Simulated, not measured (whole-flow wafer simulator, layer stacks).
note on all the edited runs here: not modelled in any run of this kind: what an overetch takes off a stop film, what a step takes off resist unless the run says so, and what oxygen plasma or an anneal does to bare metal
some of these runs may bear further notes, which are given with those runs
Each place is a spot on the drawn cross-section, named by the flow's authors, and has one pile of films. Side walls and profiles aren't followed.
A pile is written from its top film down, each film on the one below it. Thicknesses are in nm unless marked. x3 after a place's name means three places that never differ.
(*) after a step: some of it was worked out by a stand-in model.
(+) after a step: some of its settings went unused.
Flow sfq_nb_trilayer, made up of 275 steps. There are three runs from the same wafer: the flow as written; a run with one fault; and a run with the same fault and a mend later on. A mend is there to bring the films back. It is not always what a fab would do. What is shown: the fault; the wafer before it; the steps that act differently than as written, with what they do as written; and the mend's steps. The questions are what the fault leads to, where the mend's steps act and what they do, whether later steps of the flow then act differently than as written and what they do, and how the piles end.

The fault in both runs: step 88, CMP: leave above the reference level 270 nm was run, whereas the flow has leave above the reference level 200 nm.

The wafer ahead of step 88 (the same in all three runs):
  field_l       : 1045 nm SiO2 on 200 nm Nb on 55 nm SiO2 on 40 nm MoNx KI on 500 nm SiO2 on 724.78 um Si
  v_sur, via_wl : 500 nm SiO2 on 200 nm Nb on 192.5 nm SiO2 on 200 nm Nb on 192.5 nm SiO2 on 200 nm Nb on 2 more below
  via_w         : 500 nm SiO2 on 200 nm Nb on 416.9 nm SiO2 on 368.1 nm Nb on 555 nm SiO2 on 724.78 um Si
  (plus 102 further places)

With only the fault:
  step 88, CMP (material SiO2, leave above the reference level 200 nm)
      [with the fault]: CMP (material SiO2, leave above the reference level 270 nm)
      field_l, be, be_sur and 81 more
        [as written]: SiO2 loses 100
        [with the fault]: SiO2 loses 30
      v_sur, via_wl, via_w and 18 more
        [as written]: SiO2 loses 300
        [with the fault]: SiO2 loses 230
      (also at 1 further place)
  Steps later in the flow that act otherwise than as written (4 other steps are not shown; they differ only slightly, by no more than 2% or 0.5 nm, whichever is larger):
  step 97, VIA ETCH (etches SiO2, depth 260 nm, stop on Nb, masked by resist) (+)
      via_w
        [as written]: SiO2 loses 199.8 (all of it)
        [with the fault]: SiO2 loses 260
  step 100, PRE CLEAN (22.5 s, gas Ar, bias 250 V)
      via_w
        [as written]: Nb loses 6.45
        [with the fault]: SiO2 loses 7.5
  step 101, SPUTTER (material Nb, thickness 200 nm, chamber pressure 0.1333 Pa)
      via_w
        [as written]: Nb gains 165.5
        [with the fault]: Nb gains 152.6 (new film)
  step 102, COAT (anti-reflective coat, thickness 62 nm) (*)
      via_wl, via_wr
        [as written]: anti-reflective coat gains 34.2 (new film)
        [with the fault]: anti-reflective coat gains 23 (new film)
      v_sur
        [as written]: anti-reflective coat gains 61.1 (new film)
        [with the fault]: anti-reflective coat gains 55.7 (new film)
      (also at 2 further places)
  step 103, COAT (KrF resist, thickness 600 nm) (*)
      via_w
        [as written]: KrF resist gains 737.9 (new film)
        [with the fault]: KrF resist gains 794 (new film)
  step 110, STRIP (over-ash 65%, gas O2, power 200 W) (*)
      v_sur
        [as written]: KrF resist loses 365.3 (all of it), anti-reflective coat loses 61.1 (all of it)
        [with the fault]: KrF resist loses 362.3 (all of it), anti-reflective coat loses 55.7 (all of it)
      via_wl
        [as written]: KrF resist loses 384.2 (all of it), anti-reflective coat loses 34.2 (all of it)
        [with the fault]: KrF resist loses 383.9 (all of it), anti-reflective coat loses 23 (all of it)
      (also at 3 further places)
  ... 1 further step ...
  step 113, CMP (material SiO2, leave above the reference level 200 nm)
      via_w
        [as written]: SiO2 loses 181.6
        [with the fault]: SiO2 loses 157.1
  At field_l, v_sur, via_wl and 103 more, the piles at the end differ from the flow's by more than 2% or 0.5 nm, whichever is larger.
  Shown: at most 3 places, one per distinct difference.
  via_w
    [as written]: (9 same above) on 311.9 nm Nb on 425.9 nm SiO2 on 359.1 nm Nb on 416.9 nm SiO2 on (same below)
    [with the fault]: (9 same above) on 311.9 nm Nb on 500.1 nm SiO2 on 152.6 nm Nb on 2.35 nm SiO2 on 200 nm Nb on 416.9 nm SiO2 on (same below)
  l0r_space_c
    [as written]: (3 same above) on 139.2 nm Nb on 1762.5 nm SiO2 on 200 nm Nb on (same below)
    [with the fault]: (3 same above) on 139.2 nm Nb on 1832.5 nm SiO2 on 200 nm Nb on (same below)
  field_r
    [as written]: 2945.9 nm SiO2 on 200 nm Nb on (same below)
    [with the fault]: 3015.9 nm SiO2 on 200 nm Nb on (same below)

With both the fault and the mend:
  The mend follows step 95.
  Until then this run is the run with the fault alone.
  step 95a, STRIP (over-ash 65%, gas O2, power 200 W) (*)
      field_l, v_sur, via_wl and 102 more
        KrF resist loses 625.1 (all of it), anti-reflective coat loses 62 (all of it)
      via_w
        anti-reflective coat loses 62 (all of it)
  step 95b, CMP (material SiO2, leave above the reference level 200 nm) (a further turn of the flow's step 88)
      field_l, v_sur, via_wl and 103 more
        SiO2 loses 70
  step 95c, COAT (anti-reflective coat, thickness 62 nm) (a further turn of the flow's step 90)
      field_l, v_sur, via_wl and 103 more
        anti-reflective coat gains 62 (new film)
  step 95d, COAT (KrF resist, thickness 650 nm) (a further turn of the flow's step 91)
      field_l, v_sur, via_wl and 103 more
        KrF resist gains 650 (new film)
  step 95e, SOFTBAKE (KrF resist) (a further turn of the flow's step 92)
      alters no film at any place that is followed
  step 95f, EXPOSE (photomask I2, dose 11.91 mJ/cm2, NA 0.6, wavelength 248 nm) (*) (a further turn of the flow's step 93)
      alters no film at any place that is followed
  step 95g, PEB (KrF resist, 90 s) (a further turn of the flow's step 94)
      field_l, v_sur, via_wl and 103 more
        KrF resist loses 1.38
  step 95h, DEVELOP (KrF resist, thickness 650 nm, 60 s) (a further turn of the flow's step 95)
      field_l, v_sur, via_wl and 102 more
        KrF resist loses 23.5
      via_w
        KrF resist loses 648.6 (all of it)
  None of the later steps of the flow acts differently than as written at any place that is followed.
  The piles end the same as the flow's at every place that both follow.
